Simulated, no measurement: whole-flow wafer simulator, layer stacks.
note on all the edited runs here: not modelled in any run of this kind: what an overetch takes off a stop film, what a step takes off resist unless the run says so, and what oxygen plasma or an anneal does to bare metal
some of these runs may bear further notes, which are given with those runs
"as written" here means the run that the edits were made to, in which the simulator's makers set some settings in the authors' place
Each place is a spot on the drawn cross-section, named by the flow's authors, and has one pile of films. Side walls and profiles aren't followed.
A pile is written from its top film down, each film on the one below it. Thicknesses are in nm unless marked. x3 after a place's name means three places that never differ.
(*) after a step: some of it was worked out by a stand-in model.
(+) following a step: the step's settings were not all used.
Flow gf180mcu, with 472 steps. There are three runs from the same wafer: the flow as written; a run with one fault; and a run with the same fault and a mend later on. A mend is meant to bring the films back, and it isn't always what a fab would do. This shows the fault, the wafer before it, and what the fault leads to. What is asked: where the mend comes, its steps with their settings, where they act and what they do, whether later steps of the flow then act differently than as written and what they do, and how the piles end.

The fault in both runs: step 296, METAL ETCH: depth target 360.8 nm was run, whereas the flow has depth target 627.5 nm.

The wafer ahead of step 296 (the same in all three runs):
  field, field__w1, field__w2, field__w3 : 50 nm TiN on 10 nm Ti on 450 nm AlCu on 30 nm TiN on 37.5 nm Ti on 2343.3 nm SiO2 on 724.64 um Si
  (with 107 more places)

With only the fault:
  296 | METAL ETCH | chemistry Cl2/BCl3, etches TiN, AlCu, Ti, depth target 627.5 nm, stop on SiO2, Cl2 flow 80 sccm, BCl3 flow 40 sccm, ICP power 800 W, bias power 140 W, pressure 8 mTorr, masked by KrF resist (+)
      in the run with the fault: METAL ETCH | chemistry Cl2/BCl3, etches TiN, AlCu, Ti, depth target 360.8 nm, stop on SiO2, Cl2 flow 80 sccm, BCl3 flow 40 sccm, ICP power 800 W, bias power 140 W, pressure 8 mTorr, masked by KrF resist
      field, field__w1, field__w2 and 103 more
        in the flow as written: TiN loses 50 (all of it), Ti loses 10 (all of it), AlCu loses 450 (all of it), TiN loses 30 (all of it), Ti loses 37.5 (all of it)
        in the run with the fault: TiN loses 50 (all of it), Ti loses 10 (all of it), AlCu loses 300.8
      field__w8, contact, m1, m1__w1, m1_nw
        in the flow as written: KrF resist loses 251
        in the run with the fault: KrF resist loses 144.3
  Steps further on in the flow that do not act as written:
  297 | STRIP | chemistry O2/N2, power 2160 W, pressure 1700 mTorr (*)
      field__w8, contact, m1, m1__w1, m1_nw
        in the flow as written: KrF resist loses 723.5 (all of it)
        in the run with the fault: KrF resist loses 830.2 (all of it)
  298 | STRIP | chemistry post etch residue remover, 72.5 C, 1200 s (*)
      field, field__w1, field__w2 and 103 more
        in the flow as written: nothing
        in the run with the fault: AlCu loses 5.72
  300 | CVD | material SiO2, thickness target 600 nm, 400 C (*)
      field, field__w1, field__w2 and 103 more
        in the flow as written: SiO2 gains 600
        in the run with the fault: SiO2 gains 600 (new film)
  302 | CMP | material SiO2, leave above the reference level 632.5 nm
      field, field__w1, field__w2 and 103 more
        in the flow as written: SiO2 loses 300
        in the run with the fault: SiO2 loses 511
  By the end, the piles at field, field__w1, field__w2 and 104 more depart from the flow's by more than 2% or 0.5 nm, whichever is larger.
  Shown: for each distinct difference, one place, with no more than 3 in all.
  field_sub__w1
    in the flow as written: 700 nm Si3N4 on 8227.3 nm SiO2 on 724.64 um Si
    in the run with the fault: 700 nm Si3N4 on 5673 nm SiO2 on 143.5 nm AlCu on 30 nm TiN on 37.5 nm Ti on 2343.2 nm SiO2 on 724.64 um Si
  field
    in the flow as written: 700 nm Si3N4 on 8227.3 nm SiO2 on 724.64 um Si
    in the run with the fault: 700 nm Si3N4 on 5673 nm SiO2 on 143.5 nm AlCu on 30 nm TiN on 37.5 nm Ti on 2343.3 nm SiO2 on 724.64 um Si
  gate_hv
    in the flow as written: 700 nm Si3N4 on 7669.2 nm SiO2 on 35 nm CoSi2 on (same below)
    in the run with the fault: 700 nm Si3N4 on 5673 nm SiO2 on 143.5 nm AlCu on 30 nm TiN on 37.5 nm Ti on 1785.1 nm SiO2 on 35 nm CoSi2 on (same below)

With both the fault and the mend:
  After step 296 comes the mend.
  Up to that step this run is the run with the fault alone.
  296a | METAL ETCH | chemistry Cl2/BCl3, etches TiN, AlCu, Ti, depth target 266.7 nm, stop on SiO2, Cl2 flow 80 sccm, BCl3 flow 40 sccm, ICP power 800 W, bias power 140 W, pressure 8 mTorr, masked by KrF resist (+) (a further turn of the flow's step 296, with different settings)
      field, field__w1, field__w2 and 103 more
        AlCu loses 149.2 (all of it), TiN loses 30 (all of it), Ti loses 37.5 (all of it)
      field__w8, contact, m1, m1__w1, m1_nw
        KrF resist loses 106.7
  Later steps of the flow that are run all act as written at every place that is followed.
  The piles end the same as the flow's at every place that both follow.
